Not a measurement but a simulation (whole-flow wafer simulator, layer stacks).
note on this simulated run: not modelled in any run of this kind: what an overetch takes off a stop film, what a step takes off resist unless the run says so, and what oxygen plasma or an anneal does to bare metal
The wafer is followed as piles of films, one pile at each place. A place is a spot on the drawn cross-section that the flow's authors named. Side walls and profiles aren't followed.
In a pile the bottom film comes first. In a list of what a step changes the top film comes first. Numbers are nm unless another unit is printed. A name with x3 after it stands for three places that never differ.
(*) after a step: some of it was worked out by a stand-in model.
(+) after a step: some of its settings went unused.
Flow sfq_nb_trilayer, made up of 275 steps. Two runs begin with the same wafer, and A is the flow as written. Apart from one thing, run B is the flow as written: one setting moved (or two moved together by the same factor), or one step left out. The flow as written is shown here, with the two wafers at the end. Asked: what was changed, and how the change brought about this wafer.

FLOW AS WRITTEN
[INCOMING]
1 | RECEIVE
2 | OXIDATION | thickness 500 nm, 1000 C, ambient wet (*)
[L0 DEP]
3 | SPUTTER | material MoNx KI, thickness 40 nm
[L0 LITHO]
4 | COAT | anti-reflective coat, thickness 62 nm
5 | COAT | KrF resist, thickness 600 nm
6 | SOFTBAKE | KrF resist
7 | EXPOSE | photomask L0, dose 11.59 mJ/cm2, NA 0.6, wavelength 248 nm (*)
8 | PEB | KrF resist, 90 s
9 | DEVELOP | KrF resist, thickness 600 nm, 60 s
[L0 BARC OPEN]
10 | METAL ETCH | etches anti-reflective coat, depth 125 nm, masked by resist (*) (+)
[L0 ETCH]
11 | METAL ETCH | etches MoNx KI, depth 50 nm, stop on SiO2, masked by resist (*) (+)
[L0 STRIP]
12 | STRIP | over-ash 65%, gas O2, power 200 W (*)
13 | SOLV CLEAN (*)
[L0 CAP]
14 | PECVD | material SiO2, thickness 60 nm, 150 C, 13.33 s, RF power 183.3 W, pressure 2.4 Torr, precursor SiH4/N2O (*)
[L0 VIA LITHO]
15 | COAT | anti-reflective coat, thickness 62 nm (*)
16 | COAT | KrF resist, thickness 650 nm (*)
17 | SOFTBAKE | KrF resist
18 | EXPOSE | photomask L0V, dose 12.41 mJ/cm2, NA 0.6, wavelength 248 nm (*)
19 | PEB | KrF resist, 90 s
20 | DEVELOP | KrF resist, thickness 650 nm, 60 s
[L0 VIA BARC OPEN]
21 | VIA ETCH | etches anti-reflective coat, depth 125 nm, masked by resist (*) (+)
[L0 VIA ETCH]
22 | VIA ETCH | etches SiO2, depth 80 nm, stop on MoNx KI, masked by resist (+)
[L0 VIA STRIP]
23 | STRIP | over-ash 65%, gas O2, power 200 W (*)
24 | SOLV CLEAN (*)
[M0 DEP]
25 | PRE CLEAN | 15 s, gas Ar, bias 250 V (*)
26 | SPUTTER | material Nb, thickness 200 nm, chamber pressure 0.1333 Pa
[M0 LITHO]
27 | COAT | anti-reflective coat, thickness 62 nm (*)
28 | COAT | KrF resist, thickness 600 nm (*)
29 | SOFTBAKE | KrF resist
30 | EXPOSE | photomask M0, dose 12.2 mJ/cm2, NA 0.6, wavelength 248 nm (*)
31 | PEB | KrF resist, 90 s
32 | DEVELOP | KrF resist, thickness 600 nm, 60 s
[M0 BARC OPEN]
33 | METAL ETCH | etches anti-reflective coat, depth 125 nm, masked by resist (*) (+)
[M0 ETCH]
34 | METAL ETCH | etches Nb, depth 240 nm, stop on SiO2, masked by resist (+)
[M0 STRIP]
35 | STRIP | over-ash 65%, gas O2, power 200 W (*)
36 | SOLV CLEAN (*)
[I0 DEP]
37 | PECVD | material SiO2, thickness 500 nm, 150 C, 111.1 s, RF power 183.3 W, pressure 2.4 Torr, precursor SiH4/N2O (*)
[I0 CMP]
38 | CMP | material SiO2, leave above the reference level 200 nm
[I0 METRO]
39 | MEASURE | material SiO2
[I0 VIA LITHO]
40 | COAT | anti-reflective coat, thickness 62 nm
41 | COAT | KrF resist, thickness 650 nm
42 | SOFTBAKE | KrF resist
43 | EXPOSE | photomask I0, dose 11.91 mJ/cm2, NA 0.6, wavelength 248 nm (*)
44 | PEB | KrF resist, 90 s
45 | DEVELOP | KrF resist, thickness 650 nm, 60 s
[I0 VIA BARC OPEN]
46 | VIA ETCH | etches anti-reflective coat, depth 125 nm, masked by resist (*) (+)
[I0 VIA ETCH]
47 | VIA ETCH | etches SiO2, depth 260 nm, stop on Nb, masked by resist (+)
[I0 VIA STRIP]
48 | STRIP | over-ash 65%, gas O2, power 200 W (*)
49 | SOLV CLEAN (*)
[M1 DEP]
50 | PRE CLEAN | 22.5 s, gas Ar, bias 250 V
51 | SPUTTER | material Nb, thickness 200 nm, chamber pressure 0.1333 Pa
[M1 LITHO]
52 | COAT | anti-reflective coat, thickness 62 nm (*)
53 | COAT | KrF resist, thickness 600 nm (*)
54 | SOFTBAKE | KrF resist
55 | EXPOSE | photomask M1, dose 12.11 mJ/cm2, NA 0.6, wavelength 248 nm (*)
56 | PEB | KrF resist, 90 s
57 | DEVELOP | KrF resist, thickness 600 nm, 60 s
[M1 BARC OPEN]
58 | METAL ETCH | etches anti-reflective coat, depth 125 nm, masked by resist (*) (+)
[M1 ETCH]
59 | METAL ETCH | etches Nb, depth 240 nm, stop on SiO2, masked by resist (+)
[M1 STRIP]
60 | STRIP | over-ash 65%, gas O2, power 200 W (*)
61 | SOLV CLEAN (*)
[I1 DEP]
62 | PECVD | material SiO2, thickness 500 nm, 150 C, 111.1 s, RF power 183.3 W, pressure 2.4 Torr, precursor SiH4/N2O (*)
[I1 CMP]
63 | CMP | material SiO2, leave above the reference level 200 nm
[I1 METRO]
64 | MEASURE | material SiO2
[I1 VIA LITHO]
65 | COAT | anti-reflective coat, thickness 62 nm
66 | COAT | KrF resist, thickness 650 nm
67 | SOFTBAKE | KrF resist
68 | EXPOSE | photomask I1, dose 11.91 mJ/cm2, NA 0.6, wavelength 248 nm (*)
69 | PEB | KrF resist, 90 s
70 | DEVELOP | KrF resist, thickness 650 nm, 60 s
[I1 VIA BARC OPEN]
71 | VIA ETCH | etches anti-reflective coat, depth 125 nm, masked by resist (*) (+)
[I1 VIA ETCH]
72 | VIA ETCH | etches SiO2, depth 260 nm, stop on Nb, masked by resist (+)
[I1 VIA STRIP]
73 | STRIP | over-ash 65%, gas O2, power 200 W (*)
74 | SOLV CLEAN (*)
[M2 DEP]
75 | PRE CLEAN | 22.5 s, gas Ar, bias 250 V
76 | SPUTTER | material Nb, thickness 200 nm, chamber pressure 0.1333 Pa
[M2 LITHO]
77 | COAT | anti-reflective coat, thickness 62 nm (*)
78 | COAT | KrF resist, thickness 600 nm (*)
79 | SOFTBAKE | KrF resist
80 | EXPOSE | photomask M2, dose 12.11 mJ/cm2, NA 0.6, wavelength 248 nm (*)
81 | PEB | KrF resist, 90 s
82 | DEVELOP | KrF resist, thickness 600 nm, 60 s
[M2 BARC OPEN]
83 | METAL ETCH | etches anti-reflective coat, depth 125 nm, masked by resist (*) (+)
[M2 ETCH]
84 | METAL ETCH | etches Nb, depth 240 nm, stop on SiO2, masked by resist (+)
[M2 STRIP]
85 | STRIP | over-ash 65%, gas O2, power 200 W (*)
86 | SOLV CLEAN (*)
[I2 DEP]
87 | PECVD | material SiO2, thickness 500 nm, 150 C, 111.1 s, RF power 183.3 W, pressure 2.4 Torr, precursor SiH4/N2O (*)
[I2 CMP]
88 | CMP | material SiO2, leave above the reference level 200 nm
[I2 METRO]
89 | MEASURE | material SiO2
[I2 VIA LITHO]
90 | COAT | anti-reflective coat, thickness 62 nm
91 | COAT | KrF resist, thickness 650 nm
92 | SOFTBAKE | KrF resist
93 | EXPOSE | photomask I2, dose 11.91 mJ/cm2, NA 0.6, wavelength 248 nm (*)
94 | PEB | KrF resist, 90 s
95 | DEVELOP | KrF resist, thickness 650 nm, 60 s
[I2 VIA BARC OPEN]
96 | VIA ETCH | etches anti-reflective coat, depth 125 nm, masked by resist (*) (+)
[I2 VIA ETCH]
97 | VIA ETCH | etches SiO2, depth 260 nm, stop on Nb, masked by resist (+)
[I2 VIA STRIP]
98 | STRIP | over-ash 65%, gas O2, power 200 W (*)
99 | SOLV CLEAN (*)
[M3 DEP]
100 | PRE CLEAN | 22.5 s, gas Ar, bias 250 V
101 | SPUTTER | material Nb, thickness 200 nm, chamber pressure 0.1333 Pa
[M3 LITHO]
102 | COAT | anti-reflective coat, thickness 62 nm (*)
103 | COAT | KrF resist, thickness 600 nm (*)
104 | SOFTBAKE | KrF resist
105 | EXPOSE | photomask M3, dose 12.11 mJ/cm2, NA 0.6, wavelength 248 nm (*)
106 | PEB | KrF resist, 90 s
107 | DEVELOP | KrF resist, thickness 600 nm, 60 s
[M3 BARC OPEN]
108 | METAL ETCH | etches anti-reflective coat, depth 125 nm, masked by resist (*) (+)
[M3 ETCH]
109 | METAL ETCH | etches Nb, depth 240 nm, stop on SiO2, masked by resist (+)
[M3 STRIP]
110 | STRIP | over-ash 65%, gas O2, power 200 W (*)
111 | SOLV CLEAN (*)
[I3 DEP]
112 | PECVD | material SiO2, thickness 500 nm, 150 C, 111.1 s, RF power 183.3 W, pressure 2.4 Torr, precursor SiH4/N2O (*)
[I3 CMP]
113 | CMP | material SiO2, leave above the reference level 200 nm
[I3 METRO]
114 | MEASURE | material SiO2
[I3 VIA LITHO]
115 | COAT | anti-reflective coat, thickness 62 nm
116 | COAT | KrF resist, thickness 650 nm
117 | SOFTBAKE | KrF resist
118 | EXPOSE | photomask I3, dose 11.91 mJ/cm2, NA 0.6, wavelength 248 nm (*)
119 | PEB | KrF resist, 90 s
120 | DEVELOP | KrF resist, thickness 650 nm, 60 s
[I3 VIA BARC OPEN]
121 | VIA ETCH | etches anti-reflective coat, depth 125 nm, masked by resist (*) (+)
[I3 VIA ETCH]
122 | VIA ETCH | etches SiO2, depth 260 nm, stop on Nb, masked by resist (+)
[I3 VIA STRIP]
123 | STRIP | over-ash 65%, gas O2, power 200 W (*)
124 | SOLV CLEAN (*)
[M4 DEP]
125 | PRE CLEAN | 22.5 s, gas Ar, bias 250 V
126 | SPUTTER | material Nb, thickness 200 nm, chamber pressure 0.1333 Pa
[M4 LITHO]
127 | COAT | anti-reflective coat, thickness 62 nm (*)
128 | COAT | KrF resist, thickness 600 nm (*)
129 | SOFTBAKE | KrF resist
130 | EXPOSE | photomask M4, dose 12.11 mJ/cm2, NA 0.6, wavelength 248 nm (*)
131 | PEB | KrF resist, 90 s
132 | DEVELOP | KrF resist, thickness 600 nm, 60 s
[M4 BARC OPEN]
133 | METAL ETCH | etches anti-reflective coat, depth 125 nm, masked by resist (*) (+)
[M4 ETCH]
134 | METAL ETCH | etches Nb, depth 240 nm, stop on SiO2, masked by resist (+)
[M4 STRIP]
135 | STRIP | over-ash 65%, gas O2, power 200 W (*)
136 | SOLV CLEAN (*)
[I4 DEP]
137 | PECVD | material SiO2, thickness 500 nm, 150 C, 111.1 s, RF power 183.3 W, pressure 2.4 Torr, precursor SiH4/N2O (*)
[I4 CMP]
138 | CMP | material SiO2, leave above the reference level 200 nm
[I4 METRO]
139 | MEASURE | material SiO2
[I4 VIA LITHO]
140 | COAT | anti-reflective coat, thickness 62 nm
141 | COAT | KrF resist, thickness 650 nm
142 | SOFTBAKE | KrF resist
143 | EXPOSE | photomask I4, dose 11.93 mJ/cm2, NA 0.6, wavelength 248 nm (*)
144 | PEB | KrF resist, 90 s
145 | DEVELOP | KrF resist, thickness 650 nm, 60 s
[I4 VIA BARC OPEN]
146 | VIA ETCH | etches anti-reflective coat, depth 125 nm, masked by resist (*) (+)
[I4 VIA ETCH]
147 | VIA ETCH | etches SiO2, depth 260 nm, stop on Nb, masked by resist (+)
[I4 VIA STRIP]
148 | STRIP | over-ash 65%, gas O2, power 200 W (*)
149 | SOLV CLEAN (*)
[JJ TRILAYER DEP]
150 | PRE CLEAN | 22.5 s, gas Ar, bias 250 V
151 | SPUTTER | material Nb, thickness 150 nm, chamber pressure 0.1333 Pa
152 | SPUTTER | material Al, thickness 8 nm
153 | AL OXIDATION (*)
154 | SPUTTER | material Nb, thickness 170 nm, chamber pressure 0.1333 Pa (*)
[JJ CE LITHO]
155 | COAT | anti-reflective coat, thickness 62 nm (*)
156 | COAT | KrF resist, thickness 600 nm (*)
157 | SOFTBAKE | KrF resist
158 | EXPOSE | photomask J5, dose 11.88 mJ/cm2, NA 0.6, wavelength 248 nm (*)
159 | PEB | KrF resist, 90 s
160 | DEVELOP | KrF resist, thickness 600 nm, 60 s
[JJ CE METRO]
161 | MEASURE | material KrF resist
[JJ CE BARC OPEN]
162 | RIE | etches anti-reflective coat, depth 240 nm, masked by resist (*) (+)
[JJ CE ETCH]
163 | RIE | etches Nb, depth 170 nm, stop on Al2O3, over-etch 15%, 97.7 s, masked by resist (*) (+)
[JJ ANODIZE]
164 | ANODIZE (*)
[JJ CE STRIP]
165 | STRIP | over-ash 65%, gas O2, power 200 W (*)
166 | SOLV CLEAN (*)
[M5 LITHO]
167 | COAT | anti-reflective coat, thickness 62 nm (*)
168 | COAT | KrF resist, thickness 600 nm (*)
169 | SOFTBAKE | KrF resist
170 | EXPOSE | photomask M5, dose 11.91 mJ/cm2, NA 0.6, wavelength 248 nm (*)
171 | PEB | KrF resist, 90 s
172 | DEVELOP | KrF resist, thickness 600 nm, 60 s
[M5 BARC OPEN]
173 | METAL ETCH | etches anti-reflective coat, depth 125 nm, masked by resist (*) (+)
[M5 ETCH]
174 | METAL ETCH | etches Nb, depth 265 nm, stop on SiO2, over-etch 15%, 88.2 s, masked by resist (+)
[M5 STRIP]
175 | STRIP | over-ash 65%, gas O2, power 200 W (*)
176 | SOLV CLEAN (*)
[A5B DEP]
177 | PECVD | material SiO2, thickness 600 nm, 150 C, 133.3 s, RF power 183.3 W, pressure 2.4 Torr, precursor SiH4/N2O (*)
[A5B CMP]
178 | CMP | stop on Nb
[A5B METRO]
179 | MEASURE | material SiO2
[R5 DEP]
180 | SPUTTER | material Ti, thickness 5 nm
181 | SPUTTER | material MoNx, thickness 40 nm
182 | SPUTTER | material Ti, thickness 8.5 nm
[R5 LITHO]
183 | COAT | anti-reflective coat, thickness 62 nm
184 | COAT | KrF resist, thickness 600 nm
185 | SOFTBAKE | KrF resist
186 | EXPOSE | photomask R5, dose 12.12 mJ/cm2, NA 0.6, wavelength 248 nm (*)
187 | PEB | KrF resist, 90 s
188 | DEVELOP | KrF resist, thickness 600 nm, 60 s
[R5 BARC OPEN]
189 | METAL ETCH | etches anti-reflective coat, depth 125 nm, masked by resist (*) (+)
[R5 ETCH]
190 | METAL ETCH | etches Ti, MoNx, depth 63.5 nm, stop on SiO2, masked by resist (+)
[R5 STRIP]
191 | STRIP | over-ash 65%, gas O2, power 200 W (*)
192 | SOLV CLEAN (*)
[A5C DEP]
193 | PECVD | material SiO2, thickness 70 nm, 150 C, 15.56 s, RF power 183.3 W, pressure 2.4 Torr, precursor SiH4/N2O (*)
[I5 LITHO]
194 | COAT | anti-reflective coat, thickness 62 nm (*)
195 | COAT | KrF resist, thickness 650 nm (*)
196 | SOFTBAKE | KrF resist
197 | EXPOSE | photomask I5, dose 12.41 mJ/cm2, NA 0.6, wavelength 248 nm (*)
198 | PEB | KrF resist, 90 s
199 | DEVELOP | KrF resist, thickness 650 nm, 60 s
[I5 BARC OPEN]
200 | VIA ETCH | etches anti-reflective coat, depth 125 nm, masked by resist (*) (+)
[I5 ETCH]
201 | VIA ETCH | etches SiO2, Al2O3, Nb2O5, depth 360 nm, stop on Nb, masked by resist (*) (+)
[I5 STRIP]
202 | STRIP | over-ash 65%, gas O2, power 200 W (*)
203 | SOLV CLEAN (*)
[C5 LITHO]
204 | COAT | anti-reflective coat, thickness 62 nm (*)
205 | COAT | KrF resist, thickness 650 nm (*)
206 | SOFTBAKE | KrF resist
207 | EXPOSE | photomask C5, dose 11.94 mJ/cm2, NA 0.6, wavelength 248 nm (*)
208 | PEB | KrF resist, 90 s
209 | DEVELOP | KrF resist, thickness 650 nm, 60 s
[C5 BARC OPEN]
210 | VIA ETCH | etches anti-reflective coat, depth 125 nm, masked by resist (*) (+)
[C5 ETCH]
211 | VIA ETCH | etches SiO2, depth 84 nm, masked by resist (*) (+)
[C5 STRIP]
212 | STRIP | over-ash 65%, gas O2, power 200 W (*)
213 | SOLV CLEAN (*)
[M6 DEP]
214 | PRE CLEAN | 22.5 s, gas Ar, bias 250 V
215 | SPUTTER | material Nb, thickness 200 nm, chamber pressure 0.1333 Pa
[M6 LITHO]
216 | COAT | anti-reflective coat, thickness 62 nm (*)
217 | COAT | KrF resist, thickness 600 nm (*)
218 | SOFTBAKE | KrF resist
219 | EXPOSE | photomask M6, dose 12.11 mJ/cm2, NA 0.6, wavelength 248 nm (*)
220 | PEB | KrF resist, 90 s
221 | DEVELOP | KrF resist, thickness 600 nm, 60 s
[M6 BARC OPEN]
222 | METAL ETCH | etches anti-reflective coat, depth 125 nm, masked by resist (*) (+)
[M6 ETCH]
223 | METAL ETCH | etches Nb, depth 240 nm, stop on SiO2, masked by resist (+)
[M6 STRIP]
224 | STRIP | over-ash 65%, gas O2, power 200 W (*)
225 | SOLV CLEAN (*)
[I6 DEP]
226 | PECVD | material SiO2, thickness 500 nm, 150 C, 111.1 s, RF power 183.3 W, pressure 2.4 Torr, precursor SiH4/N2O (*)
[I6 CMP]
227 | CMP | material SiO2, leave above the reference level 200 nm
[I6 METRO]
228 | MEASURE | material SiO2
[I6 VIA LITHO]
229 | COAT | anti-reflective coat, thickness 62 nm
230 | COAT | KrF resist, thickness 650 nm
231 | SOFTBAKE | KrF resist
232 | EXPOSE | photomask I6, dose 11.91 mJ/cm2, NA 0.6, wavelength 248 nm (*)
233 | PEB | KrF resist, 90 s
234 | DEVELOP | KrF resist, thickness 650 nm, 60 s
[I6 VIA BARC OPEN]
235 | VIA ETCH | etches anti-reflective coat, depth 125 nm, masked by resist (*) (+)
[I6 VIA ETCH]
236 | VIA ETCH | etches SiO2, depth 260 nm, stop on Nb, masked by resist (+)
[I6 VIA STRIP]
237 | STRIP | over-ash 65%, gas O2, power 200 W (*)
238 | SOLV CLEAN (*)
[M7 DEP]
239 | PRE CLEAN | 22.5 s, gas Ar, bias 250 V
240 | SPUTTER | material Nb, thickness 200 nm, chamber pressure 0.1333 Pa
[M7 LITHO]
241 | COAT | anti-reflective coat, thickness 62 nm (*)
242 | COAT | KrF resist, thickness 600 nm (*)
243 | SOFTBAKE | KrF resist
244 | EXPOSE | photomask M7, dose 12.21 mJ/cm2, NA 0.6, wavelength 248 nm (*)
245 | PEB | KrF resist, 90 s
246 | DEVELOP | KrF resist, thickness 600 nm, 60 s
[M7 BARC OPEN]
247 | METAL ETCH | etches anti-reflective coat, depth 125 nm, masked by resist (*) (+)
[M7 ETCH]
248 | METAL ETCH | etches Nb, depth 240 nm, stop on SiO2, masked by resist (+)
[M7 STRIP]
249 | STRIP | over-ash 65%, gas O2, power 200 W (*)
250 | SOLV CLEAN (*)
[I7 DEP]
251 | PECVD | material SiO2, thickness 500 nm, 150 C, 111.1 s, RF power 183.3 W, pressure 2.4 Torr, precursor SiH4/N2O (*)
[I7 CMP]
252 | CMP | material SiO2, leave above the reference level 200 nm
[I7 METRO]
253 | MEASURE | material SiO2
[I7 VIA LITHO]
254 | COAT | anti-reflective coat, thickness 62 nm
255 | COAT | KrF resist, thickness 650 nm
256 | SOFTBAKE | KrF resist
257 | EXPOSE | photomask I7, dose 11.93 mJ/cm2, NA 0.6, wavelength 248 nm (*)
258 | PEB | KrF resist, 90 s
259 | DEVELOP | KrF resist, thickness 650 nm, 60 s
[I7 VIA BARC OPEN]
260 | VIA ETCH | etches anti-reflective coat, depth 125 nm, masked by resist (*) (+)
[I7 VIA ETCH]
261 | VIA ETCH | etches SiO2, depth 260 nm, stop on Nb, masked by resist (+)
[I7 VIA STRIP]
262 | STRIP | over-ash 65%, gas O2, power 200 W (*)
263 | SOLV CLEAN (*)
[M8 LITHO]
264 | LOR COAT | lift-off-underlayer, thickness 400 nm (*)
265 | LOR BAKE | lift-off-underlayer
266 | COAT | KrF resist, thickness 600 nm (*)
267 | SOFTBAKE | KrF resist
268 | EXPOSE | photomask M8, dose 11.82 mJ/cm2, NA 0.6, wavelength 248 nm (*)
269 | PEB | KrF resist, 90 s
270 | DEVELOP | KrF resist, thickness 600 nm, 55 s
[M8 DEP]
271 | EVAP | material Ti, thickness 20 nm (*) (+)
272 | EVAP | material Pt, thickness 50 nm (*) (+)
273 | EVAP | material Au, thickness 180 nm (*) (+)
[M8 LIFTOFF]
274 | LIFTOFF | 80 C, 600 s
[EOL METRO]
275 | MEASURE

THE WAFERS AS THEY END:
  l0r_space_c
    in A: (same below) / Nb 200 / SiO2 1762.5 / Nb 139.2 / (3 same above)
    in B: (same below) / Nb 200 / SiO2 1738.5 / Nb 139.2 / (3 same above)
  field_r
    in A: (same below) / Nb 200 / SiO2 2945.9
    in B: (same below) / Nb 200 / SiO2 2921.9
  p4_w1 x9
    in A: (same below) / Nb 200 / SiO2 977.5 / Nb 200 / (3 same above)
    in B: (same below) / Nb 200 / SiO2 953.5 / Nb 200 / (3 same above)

What caused this: step 76, SPUTTER: thickness 176 nm was run, while the flow as written has thickness 200 nm.

Step by step, how the change led to this:
  76 | SPUTTER | material Nb, thickness 200 nm, chamber pressure 0.1333 Pa
      field_l, v_sur, via_wl and 102 more: A +200 Nb (new film) | B +176 Nb (new film)
      via_v: A +174.5 Nb | B +153.9 Nb
  84 | METAL ETCH | etches Nb, depth 240 nm, stop on SiO2, masked by resist (+)
      field_l, be, be_sur and 81 more: A -200 Nb (all of it) | B -176 Nb (all of it)
  88 | CMP | material SiO2, leave above the reference level 200 nm
      field_l, be, be_sur and 81 more: A -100 SiO2 | B -124 SiO2
